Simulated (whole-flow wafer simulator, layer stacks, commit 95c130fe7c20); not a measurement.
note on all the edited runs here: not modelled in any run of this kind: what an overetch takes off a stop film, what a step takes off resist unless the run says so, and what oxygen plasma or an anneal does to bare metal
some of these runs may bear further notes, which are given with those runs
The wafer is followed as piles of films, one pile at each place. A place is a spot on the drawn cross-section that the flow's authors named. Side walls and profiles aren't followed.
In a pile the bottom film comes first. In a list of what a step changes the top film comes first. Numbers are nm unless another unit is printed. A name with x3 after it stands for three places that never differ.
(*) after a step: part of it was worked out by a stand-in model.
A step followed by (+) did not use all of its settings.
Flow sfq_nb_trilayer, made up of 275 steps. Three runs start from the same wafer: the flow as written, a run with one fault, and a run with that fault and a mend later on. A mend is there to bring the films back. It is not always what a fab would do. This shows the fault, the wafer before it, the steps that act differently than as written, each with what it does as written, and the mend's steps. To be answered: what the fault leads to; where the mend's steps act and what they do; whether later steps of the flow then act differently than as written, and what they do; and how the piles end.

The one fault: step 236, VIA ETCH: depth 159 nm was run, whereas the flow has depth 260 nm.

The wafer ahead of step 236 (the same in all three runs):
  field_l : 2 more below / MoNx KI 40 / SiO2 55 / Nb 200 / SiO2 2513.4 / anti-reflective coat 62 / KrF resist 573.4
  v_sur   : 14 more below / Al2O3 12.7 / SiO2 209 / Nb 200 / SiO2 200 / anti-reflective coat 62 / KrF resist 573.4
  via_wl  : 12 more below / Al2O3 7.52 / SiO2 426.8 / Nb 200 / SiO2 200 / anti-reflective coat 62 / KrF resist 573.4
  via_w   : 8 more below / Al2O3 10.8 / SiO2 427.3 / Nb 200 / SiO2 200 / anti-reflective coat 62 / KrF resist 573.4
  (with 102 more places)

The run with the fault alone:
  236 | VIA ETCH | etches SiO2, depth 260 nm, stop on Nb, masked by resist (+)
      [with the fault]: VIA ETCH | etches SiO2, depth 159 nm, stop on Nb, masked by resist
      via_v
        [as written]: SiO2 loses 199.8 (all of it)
        [with the fault]: SiO2 loses 159
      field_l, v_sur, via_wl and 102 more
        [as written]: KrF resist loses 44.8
        [with the fault]: KrF resist loses 27.4
  Steps further on in the flow that do not act as written (2 other steps are not shown; they differ only slightly, by no more than 2% or 0.5 nm, whichever is larger):
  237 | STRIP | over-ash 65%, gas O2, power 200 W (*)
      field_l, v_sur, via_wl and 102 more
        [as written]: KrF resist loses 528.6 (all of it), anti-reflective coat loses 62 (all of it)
        [with the fault]: KrF resist loses 546 (all of it), anti-reflective coat loses 62 (all of it)
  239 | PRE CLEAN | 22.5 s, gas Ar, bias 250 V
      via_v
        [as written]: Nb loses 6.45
        [with the fault]: SiO2 loses 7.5
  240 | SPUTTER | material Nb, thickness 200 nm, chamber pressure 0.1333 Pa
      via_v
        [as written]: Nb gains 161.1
        [with the fault]: Nb gains 170.7 (new film)
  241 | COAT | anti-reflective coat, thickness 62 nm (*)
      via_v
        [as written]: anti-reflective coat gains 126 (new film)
        [with the fault]: anti-reflective coat gains 115.5 (new film)
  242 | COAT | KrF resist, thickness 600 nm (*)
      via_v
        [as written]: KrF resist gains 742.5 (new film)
        [with the fault]: KrF resist gains 709.9 (new film)
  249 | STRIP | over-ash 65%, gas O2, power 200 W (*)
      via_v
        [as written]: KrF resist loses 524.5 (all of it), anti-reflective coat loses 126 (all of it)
        [with the fault]: KrF resist loses 492.1 (all of it), anti-reflective coat loses 115.5 (all of it)
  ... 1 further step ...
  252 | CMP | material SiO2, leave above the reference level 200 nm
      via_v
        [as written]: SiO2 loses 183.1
        [with the fault]: SiO2 loses 157.1
  At via_v, the piles at the end differ from the flow's by more than 2% or 0.5 nm, whichever is larger.
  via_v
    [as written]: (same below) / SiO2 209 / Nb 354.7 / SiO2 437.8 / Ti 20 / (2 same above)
    [with the fault]: (same below) / SiO2 209 / Nb 200 / SiO2 33.3 / Nb 170.7 / SiO2 388.4 / Ti 20 / (2 same above)

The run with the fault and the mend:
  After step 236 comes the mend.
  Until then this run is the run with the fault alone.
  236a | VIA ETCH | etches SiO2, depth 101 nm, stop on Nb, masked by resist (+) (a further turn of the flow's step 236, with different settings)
      field_l, v_sur, via_wl and 102 more
        KrF resist loses 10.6
      via_v
        SiO2 loses 40.8 (all of it)
  Every later step of the flow that is run acts as written, at every place that is followed, to within 2% or 0.5 nm, whichever is larger.
  By the end, the piles equal the flow's at every place that both follow.
